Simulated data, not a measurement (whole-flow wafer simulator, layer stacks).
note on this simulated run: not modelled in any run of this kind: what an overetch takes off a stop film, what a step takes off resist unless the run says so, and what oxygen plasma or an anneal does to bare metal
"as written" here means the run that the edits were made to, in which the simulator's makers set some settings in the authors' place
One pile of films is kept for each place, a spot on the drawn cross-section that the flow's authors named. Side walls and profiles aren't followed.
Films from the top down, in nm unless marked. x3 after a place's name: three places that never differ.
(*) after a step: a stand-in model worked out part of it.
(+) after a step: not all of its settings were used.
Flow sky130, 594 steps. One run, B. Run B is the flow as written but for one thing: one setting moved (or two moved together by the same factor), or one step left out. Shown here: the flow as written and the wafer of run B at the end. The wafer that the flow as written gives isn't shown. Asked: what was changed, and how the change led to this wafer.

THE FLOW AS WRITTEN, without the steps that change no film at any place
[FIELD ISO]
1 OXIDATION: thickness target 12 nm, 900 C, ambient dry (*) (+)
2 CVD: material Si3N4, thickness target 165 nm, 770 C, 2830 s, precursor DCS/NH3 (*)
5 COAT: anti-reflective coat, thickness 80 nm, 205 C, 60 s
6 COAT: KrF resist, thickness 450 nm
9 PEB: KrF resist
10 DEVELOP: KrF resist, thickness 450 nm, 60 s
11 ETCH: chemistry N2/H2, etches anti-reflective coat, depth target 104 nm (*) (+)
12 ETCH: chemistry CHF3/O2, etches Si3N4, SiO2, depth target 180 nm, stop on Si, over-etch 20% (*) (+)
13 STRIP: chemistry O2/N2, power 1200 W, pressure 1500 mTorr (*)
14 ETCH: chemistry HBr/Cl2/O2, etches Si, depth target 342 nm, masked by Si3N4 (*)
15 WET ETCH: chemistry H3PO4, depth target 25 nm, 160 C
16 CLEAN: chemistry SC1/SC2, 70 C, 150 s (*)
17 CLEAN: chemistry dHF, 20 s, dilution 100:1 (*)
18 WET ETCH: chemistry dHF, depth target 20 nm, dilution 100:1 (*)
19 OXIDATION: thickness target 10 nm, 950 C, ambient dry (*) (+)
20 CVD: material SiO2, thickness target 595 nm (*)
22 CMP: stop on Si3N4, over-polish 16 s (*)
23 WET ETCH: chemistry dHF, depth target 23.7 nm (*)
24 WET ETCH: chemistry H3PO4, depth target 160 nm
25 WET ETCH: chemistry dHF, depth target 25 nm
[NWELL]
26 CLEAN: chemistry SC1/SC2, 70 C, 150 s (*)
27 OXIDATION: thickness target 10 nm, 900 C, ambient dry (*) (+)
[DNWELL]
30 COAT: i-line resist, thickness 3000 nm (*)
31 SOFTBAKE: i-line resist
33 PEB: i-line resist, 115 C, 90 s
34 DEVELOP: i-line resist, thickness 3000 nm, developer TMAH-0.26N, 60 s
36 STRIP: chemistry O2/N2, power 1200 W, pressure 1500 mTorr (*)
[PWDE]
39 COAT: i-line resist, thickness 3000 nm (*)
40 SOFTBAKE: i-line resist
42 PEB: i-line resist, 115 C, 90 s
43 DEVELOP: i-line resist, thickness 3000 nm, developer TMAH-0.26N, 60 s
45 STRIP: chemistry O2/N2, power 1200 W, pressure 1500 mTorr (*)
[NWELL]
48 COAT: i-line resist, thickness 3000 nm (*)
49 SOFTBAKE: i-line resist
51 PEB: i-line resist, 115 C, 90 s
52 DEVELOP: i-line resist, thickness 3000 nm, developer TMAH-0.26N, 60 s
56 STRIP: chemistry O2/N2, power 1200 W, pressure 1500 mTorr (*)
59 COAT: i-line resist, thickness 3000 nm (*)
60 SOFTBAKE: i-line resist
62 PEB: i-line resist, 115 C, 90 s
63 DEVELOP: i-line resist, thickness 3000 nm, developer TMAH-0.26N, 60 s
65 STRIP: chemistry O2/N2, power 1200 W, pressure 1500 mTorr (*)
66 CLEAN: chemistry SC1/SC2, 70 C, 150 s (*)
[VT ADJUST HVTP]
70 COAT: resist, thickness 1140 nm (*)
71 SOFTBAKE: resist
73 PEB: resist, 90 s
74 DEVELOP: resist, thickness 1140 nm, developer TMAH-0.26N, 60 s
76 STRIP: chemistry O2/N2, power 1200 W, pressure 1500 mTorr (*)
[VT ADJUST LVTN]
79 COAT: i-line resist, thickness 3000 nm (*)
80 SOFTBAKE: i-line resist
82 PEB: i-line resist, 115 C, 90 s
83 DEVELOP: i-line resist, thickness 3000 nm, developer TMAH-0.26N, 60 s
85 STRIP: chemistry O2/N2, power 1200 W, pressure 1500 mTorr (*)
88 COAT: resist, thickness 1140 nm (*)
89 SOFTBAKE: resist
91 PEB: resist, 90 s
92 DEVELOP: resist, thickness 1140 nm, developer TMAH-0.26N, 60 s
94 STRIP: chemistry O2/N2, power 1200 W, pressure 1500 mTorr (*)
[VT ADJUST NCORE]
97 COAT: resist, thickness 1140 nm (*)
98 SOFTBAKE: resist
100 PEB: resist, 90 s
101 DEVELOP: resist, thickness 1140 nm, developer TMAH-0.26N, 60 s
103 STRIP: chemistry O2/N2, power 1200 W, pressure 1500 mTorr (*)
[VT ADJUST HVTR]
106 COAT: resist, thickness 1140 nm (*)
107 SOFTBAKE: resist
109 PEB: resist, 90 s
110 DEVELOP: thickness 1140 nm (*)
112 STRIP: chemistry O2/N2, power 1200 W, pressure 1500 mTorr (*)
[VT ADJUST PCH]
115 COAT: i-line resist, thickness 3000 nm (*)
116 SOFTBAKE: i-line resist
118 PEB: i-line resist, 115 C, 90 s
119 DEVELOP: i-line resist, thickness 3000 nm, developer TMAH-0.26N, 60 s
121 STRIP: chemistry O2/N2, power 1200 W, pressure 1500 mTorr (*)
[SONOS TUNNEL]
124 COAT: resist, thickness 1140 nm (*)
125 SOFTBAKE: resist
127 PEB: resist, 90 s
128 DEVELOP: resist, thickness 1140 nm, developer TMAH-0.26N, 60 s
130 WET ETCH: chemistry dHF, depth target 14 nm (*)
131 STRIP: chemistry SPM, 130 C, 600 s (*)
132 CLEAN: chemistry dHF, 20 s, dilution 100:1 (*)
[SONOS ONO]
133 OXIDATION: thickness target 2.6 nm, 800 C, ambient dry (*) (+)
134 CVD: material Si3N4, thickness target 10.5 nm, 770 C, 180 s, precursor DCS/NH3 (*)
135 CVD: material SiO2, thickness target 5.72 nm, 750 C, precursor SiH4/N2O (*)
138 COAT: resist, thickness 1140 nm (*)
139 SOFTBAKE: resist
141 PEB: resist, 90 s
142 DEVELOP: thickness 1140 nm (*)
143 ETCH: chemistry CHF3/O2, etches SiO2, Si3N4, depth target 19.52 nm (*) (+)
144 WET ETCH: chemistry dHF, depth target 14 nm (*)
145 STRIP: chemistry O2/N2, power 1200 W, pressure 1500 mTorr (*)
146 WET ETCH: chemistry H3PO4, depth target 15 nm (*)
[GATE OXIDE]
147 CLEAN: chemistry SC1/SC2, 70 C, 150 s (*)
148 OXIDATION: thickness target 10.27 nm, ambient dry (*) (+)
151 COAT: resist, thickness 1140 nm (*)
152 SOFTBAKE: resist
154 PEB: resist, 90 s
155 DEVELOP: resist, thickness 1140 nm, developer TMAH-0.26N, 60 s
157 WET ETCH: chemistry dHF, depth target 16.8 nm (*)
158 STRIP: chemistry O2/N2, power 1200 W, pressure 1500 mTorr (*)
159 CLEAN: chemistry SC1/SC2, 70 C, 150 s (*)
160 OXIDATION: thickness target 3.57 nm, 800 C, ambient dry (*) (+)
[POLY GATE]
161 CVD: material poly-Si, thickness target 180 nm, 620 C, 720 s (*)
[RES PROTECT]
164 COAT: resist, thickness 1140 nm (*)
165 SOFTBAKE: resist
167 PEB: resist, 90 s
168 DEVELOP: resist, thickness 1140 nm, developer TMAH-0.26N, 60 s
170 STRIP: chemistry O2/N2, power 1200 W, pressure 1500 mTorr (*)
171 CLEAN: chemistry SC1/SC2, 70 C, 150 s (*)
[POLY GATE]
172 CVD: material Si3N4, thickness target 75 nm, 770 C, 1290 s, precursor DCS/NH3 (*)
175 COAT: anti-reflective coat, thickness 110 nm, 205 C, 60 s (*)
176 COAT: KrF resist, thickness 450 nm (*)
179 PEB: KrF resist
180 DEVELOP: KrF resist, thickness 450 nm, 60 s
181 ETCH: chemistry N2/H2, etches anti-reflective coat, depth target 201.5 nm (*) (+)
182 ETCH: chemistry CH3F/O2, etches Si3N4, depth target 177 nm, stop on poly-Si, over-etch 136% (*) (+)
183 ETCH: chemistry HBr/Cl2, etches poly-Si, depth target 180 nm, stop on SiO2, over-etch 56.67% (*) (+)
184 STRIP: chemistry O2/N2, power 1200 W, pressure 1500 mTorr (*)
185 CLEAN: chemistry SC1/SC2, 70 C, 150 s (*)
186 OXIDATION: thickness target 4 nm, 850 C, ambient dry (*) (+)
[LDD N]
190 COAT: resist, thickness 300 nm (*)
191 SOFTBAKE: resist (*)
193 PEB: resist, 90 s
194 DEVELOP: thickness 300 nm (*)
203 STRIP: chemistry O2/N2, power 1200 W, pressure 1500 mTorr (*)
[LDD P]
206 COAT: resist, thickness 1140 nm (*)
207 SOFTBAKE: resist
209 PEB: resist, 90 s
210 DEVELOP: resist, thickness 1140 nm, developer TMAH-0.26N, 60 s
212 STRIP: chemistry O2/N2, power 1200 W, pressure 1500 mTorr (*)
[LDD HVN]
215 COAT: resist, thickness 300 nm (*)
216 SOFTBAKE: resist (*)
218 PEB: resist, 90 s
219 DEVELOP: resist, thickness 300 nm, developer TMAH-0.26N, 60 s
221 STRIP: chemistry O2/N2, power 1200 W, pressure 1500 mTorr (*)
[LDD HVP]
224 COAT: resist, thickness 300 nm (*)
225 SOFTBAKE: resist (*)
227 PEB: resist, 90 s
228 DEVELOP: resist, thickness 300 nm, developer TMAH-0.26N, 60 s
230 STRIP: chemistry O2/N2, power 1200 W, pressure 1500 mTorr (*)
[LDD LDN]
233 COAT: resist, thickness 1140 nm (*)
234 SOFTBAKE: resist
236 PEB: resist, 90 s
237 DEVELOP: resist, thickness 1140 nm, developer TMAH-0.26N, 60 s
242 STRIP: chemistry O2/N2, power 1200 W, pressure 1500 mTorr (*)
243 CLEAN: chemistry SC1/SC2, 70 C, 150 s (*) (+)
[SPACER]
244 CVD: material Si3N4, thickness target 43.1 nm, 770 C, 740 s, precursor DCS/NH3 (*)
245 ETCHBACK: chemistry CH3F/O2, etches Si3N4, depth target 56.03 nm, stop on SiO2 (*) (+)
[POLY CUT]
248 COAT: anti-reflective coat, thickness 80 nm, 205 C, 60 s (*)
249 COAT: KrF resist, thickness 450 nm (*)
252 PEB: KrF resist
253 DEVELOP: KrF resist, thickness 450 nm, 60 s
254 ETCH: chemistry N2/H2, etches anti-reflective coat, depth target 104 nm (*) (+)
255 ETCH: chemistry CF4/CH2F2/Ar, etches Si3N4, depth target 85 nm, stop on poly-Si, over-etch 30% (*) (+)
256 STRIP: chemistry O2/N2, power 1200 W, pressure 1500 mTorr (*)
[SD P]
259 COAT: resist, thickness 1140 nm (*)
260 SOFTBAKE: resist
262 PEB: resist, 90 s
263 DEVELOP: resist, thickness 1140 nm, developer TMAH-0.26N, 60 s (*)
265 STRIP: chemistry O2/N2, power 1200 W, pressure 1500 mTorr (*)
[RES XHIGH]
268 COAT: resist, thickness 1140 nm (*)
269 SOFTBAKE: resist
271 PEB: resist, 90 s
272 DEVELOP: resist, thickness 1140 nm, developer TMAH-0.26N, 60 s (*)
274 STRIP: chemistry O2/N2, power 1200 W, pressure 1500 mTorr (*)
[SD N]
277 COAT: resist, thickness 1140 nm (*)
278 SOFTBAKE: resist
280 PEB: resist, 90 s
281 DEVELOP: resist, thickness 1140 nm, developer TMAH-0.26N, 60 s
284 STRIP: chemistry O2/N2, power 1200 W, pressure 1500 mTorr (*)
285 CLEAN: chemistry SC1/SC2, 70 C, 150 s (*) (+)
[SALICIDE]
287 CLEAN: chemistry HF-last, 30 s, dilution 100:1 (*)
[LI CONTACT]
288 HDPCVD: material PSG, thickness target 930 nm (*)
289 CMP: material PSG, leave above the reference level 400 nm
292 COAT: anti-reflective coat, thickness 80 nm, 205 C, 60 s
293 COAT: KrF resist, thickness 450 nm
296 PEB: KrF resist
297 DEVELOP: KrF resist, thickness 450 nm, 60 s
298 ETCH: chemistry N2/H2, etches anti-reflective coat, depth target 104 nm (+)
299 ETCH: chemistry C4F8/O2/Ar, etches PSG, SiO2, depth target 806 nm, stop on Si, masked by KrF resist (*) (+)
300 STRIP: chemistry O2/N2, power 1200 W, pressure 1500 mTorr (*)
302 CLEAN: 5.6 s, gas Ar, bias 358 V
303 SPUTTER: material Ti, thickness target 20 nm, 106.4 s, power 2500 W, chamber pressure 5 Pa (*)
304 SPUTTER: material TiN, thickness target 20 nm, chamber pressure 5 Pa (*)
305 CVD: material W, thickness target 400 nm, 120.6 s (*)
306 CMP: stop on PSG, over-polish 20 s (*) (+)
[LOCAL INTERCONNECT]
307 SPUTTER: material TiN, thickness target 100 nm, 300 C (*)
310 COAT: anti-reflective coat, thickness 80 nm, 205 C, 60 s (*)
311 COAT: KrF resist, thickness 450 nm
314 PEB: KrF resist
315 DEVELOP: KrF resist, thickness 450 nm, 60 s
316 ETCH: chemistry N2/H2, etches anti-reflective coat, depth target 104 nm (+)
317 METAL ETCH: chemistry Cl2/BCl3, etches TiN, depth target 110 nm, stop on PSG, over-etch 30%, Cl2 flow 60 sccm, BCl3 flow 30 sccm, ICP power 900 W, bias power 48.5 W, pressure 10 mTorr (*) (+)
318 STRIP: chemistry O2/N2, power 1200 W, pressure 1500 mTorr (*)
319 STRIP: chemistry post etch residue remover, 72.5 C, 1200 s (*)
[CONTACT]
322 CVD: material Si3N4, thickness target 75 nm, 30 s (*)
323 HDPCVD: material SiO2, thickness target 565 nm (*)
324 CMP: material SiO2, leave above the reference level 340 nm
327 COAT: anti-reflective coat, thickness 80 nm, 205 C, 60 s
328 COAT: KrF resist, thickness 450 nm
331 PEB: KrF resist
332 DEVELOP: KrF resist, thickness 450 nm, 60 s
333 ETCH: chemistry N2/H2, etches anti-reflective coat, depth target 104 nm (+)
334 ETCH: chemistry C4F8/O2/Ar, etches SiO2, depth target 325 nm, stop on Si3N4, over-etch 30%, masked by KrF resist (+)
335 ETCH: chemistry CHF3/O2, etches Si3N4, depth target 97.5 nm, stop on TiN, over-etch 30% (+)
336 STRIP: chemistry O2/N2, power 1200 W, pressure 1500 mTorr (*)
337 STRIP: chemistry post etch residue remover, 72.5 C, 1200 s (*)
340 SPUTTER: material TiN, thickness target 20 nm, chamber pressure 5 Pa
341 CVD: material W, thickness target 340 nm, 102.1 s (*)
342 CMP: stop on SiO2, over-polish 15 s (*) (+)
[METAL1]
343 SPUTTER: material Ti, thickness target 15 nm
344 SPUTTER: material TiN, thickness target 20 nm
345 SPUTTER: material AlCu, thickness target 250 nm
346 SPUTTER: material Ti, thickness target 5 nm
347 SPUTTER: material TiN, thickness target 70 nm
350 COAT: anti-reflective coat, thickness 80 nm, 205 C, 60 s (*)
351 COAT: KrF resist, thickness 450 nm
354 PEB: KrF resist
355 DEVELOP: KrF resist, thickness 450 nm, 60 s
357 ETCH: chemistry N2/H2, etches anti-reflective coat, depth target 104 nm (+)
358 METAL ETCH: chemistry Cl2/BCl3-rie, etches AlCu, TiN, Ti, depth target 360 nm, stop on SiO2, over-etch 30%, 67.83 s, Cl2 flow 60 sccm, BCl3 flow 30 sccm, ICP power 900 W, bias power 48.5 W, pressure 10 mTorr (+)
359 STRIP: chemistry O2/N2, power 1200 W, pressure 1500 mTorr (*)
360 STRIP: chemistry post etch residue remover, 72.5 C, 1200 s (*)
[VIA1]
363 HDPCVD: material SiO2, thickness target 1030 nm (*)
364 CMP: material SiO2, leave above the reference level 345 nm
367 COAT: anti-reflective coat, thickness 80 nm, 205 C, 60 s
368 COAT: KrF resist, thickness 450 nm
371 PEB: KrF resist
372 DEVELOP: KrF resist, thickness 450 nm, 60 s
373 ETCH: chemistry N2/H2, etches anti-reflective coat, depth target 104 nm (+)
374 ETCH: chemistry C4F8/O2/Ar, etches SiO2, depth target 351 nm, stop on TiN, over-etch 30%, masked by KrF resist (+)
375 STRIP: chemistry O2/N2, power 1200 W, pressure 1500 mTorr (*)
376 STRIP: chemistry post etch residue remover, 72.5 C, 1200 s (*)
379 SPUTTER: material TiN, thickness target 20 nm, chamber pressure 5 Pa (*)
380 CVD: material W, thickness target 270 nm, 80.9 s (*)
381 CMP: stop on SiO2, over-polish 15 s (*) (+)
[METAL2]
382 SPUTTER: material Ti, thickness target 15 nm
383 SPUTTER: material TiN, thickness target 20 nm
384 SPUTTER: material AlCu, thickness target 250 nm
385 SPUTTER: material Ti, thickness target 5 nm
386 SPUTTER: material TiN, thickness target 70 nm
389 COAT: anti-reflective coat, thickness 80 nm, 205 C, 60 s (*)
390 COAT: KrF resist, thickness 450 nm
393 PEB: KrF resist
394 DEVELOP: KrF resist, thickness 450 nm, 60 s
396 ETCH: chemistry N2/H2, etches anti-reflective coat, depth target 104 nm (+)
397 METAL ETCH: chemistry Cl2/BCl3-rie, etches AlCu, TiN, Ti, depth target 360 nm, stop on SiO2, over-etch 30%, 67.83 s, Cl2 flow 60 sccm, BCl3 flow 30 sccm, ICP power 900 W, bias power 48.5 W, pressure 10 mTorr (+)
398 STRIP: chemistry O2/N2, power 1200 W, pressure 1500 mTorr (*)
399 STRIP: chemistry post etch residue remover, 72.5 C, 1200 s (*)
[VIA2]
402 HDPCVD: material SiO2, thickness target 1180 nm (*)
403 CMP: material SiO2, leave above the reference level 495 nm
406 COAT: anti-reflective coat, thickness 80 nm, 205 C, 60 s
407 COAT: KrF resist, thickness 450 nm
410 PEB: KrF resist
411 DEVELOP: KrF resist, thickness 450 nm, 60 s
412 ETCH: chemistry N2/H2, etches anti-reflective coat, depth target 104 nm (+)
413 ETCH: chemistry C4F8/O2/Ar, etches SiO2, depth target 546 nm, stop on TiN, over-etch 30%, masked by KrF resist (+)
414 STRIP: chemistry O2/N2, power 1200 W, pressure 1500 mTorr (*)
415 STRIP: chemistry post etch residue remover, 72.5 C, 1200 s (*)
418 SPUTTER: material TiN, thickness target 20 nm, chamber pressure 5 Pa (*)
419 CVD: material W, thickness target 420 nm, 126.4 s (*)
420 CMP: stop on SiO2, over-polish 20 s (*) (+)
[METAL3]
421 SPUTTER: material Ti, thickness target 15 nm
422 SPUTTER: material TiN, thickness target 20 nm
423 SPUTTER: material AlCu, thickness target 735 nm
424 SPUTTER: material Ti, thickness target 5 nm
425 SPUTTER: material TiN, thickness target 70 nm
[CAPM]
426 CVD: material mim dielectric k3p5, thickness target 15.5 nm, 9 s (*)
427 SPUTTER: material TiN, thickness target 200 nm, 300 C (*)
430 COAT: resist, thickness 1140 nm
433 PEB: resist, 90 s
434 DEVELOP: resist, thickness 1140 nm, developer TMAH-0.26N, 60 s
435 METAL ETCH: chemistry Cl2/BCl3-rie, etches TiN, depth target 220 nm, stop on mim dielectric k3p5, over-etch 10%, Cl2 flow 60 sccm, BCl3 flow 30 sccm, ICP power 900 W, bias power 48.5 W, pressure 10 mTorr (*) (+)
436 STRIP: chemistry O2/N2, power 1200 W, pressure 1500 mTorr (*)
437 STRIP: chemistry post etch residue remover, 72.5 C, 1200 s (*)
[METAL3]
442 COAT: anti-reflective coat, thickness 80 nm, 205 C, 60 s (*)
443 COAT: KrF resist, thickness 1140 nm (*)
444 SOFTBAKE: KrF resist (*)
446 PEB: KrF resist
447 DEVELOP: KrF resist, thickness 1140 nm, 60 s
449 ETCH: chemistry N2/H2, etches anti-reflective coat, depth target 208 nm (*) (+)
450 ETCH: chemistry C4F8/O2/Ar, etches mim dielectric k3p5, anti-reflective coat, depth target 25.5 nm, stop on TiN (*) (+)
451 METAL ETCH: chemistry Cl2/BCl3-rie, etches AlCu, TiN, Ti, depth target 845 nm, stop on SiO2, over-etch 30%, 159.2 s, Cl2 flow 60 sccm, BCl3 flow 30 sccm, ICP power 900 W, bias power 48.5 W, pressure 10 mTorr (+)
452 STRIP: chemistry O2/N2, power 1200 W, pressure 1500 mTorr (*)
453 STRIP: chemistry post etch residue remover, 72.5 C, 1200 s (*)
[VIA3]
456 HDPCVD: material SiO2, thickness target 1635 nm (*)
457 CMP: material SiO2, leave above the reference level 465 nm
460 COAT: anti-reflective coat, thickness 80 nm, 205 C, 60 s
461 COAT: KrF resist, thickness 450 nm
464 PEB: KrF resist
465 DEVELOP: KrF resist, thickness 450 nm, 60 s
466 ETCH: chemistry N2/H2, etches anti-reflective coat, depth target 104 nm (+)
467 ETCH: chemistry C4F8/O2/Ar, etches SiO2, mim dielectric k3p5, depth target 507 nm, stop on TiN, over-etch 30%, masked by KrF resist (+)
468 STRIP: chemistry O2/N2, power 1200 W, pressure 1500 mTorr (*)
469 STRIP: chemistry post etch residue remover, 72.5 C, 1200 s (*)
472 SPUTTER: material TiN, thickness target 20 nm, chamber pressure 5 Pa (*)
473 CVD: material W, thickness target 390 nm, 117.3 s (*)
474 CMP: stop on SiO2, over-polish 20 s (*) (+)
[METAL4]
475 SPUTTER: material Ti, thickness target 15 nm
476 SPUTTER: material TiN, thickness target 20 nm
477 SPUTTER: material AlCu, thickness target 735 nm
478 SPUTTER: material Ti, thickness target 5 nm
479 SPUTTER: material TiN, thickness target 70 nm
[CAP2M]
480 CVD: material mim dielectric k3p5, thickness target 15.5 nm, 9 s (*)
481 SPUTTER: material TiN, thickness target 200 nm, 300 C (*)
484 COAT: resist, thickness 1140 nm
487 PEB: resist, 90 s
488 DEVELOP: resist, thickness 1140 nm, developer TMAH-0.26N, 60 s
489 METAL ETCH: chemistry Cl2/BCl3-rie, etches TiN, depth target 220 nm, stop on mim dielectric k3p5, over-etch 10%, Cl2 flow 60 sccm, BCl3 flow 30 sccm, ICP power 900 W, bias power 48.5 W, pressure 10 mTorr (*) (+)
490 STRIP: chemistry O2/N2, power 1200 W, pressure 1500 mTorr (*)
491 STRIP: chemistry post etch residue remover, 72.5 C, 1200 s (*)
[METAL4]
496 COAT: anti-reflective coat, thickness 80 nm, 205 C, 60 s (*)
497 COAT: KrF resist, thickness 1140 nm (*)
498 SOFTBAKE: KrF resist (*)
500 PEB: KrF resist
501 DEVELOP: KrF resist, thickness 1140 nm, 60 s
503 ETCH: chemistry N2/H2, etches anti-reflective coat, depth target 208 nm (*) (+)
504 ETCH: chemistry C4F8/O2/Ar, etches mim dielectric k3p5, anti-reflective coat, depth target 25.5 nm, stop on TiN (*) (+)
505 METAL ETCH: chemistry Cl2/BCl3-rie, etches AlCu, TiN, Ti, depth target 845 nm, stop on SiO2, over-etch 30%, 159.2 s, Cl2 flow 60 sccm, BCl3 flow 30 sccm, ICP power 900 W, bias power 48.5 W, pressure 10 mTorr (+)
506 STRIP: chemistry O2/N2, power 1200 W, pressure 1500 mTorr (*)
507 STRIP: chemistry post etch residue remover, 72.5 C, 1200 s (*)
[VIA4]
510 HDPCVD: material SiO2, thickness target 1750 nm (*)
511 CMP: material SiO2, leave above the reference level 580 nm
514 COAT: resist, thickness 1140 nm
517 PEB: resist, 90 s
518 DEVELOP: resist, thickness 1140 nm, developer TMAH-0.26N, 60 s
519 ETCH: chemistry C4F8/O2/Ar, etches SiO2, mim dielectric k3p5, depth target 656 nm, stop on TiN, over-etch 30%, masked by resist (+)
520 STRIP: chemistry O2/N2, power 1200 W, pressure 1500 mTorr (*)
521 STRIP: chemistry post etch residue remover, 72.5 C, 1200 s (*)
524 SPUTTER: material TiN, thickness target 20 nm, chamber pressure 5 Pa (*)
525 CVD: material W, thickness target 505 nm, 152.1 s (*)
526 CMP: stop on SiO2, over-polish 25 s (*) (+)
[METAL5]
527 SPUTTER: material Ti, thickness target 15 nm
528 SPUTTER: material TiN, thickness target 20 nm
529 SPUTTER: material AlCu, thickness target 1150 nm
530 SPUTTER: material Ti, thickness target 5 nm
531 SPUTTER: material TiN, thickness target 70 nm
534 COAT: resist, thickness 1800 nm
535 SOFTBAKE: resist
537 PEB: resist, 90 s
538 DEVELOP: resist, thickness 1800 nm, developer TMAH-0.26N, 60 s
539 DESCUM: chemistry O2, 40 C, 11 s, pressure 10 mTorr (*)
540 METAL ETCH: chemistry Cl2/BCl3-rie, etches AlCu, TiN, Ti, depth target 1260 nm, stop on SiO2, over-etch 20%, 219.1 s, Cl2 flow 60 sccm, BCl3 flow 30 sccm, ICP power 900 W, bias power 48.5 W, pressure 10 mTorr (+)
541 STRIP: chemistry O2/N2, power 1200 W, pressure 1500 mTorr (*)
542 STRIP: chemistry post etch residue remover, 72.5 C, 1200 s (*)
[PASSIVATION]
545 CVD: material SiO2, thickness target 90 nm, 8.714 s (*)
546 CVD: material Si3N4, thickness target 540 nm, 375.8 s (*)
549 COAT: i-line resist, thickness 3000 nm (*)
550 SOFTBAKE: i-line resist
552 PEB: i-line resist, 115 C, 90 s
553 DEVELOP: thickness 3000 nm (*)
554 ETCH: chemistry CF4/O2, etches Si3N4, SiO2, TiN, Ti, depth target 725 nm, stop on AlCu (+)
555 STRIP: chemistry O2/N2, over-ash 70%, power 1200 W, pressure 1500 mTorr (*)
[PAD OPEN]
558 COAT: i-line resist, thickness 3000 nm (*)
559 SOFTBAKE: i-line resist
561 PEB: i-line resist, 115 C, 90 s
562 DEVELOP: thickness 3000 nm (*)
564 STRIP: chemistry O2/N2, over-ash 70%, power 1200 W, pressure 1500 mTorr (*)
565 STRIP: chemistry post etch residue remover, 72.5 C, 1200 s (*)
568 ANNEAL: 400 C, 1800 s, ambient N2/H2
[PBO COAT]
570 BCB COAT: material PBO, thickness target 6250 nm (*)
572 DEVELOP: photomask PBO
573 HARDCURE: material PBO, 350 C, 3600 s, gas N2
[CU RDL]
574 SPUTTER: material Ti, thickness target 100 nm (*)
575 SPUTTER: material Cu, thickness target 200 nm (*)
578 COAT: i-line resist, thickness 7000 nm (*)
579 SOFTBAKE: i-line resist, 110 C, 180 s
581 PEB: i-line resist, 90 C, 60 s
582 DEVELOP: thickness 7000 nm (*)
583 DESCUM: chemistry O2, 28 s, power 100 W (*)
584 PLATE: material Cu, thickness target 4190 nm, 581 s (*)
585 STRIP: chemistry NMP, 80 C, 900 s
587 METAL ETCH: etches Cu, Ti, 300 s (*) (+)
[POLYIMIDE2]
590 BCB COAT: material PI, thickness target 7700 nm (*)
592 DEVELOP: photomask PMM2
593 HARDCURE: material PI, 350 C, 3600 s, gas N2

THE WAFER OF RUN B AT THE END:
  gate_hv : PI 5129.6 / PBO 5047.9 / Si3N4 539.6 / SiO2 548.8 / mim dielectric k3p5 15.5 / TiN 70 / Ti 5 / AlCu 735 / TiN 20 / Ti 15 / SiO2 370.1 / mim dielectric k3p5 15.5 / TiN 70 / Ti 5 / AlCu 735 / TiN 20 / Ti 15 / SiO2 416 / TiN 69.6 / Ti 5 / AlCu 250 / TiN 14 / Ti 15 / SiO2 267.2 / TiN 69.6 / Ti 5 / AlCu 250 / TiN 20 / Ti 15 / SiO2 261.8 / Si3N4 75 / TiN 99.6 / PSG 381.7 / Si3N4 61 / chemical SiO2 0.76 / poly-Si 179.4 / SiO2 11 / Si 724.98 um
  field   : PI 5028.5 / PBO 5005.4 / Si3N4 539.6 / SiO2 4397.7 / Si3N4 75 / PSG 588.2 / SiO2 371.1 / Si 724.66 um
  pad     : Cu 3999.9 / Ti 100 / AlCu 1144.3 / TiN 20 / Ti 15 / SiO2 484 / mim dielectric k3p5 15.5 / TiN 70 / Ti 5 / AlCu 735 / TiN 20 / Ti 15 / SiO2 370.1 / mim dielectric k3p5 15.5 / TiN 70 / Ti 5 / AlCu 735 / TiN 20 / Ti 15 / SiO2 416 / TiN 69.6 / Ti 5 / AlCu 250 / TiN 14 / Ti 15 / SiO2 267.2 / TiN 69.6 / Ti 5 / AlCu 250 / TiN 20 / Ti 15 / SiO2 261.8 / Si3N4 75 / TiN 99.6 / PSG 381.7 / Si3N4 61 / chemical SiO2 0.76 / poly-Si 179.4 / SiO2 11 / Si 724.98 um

The cause: step 383, SPUTTER: thickness target 14 nm was run, where the flow has thickness target 20 nm.
It can be read off the wafer: gate_hv has TiN 14, and step 383 as written asks for 20 nm.

How the change led to this, step by step:
  383 SPUTTER: material TiN, thickness target 20 nm
      field, active, n_well and 188 more: TiN +14 (new film) (as written it would be: TiN +20 (new film))
  397 METAL ETCH: chemistry Cl2/BCl3-rie, etches AlCu, TiN, Ti, depth target 360 nm, stop on SiO2, over-etch 30%, 67.83 s, Cl2 flow 60 sccm, BCl3 flow 30 sccm, ICP power 900 W, bias power 48.5 W, pressure 10 mTorr (+)
      field, active, gate and 82 more: TiN -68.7 (all of it), Ti -5 (all of it), AlCu -250 (all of it), TiN -14 (all of it), Ti -15 (all of it), SiO2 -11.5 (as written it would be: TiN -68.7 (all of it), Ti -5 (all of it), AlCu -250 (all of it), TiN -20 (all of it), Ti -15 (all of it), SiO2 -10.9)
